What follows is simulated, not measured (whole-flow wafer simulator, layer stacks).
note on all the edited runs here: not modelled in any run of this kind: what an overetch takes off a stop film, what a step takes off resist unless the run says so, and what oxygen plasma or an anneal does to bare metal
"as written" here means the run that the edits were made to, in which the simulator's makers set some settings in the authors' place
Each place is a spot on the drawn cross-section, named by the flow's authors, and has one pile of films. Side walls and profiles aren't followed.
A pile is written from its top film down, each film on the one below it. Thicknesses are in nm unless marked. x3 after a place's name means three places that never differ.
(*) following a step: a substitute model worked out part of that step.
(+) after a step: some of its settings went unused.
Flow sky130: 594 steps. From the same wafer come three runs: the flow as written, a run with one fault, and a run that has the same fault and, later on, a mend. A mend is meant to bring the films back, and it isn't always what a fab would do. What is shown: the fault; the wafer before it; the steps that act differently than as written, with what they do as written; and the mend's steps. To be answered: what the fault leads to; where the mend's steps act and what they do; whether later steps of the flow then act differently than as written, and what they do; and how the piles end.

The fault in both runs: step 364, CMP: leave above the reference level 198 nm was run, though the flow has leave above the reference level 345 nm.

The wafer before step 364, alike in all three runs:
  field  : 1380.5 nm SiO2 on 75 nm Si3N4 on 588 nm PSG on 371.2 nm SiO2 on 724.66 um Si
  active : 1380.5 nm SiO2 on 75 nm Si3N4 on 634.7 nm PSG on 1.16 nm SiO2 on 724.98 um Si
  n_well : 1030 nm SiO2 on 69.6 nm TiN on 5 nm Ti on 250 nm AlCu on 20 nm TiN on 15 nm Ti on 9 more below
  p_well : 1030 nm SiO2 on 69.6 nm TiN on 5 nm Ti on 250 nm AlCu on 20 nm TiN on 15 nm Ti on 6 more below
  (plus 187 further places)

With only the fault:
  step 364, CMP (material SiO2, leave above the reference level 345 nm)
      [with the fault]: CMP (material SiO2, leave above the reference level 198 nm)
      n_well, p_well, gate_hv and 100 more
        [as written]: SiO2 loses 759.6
        [with the fault]: SiO2 loses 906.6
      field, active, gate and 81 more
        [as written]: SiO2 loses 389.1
        [with the fault]: SiO2 loses 536.1
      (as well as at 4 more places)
  Later steps of the flow acting differently than as written (10 more steps, not shown, differ only slightly: by at most 2% or 0.5 nm, whichever is larger):
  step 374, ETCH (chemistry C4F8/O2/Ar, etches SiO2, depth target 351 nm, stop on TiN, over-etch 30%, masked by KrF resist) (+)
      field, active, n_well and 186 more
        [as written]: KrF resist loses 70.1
        [with the fault]: KrF resist loses 31.9
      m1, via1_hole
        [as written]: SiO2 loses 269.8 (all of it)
        [with the fault]: SiO2 loses 122.8 (all of it)
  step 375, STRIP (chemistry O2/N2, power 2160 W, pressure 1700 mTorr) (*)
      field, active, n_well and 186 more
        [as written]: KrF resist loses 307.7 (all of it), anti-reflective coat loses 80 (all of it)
        [with the fault]: KrF resist loses 345.9 (all of it), anti-reflective coat loses 80 (all of it)
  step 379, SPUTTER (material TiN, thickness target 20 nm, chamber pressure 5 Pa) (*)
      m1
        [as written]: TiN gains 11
        [with the fault]: TiN gains 14.3
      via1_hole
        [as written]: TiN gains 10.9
        [with the fault]: TiN gains 14.3
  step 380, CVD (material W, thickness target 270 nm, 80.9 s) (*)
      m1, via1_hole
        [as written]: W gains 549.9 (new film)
        [with the fault]: W gains 399.6 (new film)
  The piles end different from the flow's at field, active, n_well and 190 more by more than 2% or 0.5 nm, whichever is larger.
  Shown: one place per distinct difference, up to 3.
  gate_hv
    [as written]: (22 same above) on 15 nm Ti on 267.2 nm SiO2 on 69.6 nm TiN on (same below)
    [with the fault]: (22 same above) on 15 nm Ti on 120.2 nm SiO2 on 69.6 nm TiN on (same below)
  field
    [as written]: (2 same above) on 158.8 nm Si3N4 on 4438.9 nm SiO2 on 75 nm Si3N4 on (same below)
    [with the fault]: (2 same above) on 158.8 nm Si3N4 on 4291.9 nm SiO2 on 75 nm Si3N4 on (same below)
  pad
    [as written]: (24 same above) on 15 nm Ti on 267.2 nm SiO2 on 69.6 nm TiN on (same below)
    [with the fault]: (24 same above) on 15 nm Ti on 120.2 nm SiO2 on 69.6 nm TiN on (same below)

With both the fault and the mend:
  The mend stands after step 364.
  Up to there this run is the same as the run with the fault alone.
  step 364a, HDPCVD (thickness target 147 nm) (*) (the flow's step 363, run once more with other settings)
      field, active, n_well and 188 more
        SiO2 gains 147
  None of the later steps of the flow differs from how it acts as written, at any place that is followed, by more than 2% or 0.5 nm, whichever is larger.
  At every place that both follow, the piles at the end match the flow's.
